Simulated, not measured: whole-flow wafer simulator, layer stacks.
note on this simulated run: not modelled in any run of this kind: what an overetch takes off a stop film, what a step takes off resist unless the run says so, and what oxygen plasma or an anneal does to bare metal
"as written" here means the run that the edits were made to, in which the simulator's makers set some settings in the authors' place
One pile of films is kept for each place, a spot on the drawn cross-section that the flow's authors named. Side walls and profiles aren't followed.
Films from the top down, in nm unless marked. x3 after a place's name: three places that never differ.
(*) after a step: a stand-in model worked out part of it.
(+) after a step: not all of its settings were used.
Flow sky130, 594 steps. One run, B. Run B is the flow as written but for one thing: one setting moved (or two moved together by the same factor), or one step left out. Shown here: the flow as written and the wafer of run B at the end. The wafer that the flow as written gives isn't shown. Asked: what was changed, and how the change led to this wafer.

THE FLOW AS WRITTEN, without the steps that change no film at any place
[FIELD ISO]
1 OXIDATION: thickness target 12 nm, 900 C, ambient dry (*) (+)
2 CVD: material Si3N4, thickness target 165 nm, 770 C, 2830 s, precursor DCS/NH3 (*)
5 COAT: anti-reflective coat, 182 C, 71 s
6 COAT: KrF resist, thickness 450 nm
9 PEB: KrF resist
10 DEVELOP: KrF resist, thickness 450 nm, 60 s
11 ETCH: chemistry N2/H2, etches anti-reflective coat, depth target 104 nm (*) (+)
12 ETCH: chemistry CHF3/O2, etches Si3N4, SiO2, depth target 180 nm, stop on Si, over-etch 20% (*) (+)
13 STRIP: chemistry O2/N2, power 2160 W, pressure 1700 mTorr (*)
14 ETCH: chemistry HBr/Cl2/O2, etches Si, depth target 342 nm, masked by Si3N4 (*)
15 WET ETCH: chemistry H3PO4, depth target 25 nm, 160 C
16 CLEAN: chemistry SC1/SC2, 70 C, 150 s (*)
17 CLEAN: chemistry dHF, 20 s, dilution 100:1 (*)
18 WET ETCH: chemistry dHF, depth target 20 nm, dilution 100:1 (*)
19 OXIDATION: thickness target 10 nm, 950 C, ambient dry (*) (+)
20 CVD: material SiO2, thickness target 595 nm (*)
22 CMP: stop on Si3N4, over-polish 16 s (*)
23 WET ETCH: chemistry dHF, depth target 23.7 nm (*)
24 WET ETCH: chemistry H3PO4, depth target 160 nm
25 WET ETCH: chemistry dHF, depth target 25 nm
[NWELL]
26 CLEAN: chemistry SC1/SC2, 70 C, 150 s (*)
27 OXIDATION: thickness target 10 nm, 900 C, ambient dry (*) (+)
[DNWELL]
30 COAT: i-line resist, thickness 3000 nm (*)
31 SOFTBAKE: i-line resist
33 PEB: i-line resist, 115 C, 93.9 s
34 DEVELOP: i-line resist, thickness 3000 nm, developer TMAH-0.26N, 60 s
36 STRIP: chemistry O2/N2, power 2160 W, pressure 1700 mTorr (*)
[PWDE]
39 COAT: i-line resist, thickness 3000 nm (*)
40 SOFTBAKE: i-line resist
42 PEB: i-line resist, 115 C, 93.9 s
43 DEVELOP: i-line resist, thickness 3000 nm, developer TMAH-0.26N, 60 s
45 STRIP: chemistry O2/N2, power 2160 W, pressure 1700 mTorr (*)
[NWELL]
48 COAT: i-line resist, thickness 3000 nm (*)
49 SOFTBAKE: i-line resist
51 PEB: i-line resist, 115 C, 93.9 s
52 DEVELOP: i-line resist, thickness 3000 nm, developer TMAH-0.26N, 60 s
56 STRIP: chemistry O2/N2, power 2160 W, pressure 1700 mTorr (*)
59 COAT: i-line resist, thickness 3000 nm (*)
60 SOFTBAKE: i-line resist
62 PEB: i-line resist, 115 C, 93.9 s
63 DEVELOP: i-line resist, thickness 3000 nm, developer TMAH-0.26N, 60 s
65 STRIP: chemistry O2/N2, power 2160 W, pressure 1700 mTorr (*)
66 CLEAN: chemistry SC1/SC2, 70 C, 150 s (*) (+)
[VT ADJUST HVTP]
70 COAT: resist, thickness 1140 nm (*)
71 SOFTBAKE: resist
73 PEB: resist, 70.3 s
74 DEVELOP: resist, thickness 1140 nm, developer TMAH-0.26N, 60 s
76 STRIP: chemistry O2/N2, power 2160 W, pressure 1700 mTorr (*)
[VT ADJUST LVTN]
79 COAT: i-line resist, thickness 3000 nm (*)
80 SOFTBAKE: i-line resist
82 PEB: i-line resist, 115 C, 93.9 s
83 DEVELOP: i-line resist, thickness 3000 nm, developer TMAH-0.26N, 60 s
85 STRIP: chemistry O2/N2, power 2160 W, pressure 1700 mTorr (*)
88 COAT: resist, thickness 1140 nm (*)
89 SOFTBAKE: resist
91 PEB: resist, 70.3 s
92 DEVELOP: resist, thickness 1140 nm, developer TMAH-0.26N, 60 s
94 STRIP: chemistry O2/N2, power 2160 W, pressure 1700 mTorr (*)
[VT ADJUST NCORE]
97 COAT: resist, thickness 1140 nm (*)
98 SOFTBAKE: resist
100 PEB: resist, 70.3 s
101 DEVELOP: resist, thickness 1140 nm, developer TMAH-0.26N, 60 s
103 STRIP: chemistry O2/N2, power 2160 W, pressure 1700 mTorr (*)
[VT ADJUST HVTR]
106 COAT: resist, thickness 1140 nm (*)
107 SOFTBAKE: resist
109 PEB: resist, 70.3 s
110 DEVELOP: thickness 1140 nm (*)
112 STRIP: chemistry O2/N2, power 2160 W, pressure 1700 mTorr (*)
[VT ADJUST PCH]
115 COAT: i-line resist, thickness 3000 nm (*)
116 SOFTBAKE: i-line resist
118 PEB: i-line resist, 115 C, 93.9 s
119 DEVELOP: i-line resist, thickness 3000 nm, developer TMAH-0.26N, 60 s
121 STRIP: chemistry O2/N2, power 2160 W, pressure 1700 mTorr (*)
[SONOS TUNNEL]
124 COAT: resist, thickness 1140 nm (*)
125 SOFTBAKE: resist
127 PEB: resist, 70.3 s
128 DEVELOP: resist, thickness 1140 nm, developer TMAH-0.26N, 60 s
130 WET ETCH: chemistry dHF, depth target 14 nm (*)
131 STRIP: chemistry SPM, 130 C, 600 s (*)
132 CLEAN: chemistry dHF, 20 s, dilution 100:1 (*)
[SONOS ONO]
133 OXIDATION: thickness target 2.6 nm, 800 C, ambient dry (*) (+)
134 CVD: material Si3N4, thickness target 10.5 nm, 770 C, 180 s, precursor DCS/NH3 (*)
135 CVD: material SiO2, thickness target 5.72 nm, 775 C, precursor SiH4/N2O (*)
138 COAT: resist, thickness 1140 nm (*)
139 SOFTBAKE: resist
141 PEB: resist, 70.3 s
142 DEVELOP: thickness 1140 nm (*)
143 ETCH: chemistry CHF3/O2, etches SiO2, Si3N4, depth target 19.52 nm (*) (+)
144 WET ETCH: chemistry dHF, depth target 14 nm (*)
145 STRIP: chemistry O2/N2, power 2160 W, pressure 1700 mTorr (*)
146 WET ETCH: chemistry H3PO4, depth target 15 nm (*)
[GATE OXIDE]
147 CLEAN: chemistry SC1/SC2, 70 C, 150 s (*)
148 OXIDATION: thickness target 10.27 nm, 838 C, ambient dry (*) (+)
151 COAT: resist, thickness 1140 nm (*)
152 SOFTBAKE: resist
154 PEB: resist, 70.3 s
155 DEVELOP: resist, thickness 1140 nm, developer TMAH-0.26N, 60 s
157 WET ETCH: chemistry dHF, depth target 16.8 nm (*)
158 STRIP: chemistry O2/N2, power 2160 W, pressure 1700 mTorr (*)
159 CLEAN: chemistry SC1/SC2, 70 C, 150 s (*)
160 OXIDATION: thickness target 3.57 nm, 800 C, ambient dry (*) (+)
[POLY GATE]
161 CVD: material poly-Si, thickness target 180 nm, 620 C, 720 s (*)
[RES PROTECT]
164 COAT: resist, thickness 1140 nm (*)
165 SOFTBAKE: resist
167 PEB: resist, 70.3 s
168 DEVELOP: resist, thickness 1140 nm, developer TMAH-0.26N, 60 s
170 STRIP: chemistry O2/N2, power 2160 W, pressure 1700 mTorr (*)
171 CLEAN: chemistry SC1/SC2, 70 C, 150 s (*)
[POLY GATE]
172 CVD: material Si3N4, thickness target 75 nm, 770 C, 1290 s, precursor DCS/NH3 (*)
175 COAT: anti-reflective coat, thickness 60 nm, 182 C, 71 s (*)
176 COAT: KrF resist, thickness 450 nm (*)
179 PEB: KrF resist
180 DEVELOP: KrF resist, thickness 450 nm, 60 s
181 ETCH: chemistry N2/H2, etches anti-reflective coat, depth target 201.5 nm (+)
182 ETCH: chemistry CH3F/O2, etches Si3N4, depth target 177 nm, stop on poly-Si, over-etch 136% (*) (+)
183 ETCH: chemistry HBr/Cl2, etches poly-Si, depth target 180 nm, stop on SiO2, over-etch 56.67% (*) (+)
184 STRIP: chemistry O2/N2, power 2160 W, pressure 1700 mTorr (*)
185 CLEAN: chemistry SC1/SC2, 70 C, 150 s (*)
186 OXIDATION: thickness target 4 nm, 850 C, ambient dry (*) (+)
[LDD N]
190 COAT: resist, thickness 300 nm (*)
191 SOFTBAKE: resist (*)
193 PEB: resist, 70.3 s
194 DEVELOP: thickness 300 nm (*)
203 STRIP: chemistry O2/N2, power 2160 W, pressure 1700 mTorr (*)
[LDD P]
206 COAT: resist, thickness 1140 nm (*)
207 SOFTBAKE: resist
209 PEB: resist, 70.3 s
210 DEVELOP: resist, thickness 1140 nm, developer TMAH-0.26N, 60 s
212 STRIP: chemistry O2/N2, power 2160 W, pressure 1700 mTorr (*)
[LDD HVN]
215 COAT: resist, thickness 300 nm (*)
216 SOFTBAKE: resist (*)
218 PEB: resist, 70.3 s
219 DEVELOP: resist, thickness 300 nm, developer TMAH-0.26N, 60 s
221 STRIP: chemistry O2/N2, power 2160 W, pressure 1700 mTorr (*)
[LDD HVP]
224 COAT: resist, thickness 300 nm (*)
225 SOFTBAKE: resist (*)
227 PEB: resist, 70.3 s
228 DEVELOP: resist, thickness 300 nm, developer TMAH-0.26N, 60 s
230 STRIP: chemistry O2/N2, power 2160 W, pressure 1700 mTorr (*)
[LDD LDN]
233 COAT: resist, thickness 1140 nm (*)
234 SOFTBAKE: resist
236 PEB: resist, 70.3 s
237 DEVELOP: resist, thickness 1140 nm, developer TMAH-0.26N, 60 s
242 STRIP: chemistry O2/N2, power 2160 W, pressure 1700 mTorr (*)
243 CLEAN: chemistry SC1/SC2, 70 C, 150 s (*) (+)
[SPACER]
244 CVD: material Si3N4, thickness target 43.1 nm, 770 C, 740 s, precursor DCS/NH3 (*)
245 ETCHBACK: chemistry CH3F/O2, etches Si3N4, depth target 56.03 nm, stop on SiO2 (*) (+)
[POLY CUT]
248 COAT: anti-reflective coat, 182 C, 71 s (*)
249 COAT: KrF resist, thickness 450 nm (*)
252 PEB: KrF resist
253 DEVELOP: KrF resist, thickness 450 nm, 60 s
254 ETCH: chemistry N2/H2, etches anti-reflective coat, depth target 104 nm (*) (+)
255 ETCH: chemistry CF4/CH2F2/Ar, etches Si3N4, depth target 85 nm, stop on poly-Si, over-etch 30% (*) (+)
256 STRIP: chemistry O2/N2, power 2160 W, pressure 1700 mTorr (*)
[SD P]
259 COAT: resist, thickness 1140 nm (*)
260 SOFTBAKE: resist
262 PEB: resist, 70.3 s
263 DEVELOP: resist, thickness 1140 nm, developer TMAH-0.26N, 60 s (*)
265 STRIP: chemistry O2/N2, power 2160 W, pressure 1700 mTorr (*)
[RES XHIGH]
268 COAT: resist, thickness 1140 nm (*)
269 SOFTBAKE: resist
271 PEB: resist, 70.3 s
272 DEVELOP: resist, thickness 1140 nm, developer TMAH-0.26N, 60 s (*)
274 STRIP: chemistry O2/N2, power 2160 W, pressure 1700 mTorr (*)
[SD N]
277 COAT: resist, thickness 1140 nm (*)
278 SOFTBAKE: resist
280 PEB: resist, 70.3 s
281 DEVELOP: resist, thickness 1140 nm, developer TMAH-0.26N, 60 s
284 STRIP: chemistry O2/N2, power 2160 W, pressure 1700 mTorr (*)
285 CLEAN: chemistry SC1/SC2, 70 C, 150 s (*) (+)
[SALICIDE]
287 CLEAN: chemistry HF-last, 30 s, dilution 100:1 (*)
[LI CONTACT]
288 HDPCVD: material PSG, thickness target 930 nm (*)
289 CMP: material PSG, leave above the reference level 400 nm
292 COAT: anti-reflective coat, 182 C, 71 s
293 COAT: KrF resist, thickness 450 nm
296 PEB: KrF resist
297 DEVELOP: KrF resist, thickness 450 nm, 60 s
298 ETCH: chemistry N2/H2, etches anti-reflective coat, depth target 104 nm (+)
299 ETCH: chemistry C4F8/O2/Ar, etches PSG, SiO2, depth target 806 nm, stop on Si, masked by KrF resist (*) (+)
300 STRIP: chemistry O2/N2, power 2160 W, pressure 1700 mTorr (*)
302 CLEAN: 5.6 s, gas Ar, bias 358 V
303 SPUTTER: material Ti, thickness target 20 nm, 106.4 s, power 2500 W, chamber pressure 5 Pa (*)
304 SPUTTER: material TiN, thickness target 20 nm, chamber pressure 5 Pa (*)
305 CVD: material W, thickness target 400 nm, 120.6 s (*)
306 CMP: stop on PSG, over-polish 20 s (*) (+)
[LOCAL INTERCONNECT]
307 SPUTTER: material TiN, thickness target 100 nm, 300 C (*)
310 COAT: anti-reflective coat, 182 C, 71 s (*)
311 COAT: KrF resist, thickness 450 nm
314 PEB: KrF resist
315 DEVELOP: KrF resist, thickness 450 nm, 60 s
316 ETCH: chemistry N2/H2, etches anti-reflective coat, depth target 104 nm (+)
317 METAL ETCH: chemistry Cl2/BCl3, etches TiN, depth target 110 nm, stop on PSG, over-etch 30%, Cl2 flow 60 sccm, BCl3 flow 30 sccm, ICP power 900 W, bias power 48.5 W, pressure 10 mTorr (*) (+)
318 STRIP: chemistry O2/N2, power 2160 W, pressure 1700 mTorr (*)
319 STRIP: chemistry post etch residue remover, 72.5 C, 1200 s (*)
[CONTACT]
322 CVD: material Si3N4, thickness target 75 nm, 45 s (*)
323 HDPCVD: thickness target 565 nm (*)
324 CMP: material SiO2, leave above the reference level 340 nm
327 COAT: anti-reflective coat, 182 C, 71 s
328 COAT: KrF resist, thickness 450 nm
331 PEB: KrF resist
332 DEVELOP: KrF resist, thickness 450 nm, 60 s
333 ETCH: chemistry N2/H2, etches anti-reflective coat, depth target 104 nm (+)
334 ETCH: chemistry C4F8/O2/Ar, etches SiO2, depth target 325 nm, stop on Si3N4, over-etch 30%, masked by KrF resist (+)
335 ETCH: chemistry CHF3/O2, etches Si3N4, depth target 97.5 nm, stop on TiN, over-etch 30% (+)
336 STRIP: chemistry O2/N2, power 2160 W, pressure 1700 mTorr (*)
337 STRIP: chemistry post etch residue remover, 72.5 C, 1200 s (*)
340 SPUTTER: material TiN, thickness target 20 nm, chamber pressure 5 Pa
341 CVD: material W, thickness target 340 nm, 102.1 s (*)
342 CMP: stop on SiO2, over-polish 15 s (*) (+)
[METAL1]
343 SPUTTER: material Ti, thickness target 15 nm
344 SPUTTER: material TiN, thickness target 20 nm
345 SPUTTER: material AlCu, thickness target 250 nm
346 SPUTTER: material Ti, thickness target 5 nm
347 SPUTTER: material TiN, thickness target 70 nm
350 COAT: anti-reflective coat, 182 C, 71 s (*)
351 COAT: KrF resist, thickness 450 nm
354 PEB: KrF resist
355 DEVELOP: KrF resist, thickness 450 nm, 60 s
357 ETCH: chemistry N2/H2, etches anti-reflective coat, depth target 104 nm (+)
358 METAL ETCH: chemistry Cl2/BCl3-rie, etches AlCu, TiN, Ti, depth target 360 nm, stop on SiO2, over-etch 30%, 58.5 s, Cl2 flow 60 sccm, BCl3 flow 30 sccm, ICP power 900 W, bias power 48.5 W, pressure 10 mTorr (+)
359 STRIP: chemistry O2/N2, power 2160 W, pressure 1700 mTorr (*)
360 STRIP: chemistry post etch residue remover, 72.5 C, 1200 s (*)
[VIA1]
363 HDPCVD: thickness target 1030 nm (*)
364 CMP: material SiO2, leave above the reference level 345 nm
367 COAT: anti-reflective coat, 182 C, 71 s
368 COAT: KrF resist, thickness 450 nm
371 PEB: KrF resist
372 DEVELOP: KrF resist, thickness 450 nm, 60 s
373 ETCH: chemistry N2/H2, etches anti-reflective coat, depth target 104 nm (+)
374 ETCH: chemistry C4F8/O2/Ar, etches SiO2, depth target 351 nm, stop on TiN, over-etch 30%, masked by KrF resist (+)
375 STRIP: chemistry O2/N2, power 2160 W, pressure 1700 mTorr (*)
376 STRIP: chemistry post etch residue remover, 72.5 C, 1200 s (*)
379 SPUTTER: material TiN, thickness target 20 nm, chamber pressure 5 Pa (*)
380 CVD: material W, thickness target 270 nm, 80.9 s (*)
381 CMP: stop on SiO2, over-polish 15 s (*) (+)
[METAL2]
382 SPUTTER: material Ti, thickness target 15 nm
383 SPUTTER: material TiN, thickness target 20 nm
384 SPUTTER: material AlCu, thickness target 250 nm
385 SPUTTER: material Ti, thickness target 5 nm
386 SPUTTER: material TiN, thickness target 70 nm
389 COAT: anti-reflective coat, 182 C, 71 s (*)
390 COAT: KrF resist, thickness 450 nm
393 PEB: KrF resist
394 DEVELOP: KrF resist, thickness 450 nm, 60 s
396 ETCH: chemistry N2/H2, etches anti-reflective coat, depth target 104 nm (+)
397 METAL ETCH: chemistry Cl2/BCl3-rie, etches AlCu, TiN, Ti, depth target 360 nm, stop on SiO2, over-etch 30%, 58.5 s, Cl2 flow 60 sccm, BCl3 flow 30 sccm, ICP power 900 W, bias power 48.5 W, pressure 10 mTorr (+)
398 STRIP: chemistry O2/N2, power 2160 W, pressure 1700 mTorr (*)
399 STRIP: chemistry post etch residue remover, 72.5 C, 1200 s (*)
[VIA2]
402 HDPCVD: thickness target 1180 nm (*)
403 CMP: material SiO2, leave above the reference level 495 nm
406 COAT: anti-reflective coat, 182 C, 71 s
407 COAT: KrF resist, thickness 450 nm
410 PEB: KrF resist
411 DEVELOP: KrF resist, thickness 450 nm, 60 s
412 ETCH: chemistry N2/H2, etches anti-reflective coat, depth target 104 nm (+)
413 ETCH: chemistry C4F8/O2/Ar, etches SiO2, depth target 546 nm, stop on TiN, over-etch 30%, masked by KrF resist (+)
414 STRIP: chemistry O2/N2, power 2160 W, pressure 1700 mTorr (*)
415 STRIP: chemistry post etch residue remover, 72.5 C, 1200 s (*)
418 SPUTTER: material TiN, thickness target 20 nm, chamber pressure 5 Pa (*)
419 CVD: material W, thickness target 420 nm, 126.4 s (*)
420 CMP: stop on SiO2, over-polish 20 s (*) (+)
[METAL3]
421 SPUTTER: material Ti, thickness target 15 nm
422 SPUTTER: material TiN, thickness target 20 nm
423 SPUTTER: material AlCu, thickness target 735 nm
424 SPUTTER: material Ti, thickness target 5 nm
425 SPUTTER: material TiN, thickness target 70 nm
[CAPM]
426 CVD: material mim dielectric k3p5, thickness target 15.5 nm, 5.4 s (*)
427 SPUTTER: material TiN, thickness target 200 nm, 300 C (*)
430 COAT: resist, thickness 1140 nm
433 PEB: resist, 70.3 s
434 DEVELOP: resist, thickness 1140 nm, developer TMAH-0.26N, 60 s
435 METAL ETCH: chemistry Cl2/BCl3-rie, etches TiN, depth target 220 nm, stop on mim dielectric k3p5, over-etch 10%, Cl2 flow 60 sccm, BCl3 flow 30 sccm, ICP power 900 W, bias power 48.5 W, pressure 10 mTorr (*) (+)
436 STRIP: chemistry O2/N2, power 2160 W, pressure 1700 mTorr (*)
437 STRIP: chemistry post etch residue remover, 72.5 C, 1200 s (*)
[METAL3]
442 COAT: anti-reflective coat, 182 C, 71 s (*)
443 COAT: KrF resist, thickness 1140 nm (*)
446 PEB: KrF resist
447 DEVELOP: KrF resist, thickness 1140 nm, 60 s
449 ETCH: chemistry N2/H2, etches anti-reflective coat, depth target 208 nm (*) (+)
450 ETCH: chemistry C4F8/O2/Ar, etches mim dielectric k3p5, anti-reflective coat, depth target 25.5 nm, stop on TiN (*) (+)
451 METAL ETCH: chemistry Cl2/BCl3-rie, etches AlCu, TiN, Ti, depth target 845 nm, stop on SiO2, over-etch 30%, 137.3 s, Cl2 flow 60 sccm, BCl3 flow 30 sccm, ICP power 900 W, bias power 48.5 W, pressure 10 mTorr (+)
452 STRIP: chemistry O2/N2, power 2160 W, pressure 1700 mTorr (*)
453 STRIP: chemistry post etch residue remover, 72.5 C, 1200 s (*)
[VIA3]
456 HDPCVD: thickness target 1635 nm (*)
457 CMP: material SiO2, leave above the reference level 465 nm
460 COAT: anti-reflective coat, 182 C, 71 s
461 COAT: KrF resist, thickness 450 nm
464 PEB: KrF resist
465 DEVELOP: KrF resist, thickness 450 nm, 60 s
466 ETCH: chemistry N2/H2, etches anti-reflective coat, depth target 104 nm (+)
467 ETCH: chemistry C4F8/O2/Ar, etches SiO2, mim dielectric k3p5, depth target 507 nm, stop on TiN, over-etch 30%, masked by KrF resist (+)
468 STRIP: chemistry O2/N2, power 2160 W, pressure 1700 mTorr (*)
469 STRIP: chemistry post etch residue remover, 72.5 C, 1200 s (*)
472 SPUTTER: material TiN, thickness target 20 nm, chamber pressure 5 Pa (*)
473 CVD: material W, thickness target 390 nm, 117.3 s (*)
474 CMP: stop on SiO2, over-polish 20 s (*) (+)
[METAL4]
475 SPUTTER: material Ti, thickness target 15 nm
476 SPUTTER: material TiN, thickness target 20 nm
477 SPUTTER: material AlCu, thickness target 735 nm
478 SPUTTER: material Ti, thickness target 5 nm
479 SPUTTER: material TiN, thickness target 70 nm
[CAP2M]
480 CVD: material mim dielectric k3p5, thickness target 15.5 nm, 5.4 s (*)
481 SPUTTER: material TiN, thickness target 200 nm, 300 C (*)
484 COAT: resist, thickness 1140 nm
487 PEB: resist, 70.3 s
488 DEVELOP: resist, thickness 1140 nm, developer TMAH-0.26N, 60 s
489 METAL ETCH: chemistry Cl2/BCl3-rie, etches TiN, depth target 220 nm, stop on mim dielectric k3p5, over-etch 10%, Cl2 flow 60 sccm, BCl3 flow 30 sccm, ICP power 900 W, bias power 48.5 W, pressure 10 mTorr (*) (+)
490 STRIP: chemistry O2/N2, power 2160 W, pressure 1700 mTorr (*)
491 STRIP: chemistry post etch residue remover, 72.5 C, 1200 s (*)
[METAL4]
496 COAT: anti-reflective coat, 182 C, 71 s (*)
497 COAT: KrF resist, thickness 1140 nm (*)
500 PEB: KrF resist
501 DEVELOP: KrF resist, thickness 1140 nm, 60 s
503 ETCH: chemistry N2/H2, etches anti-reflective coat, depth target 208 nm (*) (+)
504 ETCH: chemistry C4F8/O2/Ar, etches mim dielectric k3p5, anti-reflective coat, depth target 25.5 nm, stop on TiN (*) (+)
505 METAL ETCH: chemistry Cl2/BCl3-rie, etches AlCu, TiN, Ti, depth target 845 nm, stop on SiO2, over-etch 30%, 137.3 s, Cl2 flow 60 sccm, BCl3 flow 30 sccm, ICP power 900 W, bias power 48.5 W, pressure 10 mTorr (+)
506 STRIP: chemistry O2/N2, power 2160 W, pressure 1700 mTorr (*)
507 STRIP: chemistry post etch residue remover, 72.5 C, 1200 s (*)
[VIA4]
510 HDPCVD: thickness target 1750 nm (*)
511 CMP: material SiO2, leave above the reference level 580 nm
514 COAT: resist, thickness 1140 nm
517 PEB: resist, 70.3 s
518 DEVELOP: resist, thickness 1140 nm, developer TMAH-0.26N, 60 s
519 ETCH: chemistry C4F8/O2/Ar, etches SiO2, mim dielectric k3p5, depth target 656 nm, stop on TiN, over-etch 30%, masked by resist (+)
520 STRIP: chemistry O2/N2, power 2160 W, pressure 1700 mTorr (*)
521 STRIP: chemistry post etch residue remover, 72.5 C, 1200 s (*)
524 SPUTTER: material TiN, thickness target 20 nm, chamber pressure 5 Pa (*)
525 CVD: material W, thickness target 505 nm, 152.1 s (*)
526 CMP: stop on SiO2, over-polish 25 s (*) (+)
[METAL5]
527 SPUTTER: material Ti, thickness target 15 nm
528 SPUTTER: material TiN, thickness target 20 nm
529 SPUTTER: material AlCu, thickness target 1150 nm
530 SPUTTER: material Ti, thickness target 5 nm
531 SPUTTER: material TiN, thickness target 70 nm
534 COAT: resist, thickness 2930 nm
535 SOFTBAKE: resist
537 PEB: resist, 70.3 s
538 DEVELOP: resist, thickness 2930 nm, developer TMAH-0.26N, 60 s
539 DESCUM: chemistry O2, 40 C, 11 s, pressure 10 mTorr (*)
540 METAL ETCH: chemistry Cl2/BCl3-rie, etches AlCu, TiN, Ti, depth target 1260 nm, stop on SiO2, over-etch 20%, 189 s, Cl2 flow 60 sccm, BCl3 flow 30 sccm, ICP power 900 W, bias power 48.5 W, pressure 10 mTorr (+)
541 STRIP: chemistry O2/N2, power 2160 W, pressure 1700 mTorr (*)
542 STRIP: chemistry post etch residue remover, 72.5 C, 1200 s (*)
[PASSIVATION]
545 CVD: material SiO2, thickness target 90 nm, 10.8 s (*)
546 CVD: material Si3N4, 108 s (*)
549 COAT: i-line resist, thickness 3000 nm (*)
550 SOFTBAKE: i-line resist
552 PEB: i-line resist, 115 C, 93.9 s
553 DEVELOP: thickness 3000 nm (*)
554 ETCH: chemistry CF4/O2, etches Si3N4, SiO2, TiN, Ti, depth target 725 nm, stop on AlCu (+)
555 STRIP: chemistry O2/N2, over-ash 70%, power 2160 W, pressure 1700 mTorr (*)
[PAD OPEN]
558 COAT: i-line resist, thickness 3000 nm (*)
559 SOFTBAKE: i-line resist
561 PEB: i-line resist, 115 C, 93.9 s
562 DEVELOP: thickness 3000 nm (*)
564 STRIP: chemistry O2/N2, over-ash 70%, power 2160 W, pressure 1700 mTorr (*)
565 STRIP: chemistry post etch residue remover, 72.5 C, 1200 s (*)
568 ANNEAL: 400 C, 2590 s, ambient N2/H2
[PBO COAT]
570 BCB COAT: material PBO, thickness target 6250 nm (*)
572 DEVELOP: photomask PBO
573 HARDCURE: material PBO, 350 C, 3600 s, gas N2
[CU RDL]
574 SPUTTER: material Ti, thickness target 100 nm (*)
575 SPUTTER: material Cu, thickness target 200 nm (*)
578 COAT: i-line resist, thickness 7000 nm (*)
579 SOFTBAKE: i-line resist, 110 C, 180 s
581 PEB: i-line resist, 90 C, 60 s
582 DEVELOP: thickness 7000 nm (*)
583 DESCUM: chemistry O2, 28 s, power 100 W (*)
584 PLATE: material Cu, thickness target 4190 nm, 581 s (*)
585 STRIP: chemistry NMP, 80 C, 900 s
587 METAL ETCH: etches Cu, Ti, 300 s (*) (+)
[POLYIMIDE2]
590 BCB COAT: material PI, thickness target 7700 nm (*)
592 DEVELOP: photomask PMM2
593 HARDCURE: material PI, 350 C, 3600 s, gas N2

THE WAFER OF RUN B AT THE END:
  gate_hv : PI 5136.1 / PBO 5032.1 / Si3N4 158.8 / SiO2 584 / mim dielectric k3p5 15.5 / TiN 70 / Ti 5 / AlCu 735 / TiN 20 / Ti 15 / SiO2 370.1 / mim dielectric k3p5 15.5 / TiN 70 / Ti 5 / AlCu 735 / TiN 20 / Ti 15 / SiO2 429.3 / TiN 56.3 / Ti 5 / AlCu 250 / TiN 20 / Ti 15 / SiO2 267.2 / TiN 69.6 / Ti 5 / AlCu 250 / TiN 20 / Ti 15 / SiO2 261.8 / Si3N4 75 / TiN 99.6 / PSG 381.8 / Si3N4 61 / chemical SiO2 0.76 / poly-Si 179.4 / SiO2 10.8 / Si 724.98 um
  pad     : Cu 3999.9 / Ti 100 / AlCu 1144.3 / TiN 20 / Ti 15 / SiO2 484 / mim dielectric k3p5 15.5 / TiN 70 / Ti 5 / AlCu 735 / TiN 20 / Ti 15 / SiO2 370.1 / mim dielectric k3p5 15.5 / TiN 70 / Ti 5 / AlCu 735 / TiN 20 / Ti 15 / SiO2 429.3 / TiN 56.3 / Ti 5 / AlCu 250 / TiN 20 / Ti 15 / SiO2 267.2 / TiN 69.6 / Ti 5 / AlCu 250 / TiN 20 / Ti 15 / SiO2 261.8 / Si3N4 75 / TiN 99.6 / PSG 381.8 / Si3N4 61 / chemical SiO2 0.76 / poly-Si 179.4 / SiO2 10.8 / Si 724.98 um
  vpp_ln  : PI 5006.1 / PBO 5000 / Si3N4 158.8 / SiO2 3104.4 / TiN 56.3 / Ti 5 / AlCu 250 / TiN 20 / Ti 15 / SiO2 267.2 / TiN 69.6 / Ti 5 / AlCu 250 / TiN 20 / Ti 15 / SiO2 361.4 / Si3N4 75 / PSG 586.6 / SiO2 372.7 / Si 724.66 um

The cause: step 386, SPUTTER: thickness target 56.7 nm was run, where the flow has thickness target 70 nm.

How the change led to this, step by step:
  386 SPUTTER: material TiN, thickness target 70 nm
      field, active, n_well and 188 more: TiN +56.7 (new film) (as written it would be: TiN +70 (new film))
  397 METAL ETCH: chemistry Cl2/BCl3-rie, etches AlCu, TiN, Ti, depth target 360 nm, stop on SiO2, over-etch 30%, 58.5 s, Cl2 flow 60 sccm, BCl3 flow 30 sccm, ICP power 900 W, bias power 48.5 W, pressure 10 mTorr (+)
      field, active, gate and 82 more: TiN -55.4 (all of it), Ti -5 (all of it), AlCu -250 (all of it), TiN -20 (all of it), Ti -15 (all of it), SiO2 -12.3 (as written it would be: TiN -68.7 (all of it), Ti -5 (all of it), AlCu -250 (all of it), TiN -20 (all of it), Ti -15 (all of it), SiO2 -10.9)
  413 ETCH: chemistry C4F8/O2/Ar, etches SiO2, depth target 546 nm, stop on TiN, over-etch 30%, masked by KrF resist (+)
      m1: SiO2 -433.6 (all of it) (as written it would be: SiO2 -420.3 (all of it))
      via2_hole: SiO2 -433.1 (all of it) (as written it would be: SiO2 -419.8 (all of it))
